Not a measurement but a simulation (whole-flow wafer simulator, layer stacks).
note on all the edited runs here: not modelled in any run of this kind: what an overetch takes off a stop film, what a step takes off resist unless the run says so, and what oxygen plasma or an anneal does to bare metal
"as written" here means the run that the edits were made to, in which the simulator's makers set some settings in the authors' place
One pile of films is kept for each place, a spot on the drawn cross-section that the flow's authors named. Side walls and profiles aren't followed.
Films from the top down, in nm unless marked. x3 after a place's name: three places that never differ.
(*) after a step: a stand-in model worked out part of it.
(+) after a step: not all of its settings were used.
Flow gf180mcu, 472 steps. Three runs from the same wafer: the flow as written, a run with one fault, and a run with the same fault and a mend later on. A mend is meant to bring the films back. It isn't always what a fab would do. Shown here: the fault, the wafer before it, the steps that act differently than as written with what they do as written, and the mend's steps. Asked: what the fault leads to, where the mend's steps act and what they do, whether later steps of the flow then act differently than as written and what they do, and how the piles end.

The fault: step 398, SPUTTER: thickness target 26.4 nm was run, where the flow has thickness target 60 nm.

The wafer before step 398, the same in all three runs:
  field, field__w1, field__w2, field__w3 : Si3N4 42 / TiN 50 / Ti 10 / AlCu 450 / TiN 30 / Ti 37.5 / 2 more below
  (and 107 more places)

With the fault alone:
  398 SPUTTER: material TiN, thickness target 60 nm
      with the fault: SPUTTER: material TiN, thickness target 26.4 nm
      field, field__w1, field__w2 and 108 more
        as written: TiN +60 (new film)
        with the fault: TiN +26.4 (new film)
  Later steps of the flow that act differently than as written (6 more steps differ only slightly, by at most 2% or 0.5 nm, whichever is larger, and aren't shown):
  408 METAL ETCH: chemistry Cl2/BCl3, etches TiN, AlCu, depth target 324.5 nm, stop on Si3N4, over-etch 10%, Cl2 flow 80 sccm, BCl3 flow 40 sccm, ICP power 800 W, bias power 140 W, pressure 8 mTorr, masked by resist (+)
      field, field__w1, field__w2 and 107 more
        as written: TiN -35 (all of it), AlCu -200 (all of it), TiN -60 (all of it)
        with the fault: TiN -35 (all of it), AlCu -200 (all of it), TiN -26.4 (all of it)
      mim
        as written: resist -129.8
        with the fault: resist -115
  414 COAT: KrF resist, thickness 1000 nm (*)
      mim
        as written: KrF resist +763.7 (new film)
        with the fault: KrF resist +789.4 (new film)
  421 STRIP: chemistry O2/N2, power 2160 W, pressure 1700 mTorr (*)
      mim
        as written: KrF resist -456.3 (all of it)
        with the fault: KrF resist -481.6 (all of it)
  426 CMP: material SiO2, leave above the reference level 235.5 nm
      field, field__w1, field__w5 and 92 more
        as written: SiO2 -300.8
        with the fault: SiO2 -334.4
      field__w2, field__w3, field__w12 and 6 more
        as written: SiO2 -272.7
        with the fault: SiO2 -306.3
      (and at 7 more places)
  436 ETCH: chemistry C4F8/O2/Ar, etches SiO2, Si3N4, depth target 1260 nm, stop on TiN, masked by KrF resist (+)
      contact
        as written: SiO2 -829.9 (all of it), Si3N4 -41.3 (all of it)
        with the fault: SiO2 -796.3 (all of it), Si3N4 -41.3 (all of it)
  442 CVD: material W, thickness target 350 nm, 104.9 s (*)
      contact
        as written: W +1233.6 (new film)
        with the fault: W +1199.7 (new film)
  At the end the piles differ from the flow's by more than 2% or 0.5 nm, whichever is larger, at field__w8, contact, m1, m1__w1, mim, m1_nw.
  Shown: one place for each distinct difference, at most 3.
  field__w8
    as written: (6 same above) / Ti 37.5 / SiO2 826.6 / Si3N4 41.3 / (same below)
    with the fault: (6 same above) / Ti 37.5 / SiO2 793 / Si3N4 41.3 / (same below)
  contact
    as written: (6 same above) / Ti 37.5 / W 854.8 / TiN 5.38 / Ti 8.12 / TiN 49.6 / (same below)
    with the fault: (6 same above) / Ti 37.5 / W 820.9 / TiN 5.49 / Ti 8.28 / TiN 49.6 / (same below)
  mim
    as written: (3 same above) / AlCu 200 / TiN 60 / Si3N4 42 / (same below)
    with the fault: (3 same above) / AlCu 200 / TiN 26.4 / Si3N4 42 / (same below)

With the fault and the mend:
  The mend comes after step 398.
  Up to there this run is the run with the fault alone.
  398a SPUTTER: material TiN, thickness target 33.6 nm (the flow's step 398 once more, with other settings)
      field, field__w1, field__w2 and 108 more
        TiN +33.6
  No later step of the flow acts differently than as written at any place that is followed.
  At the end the piles are the same as the flow's at every place that both follow.
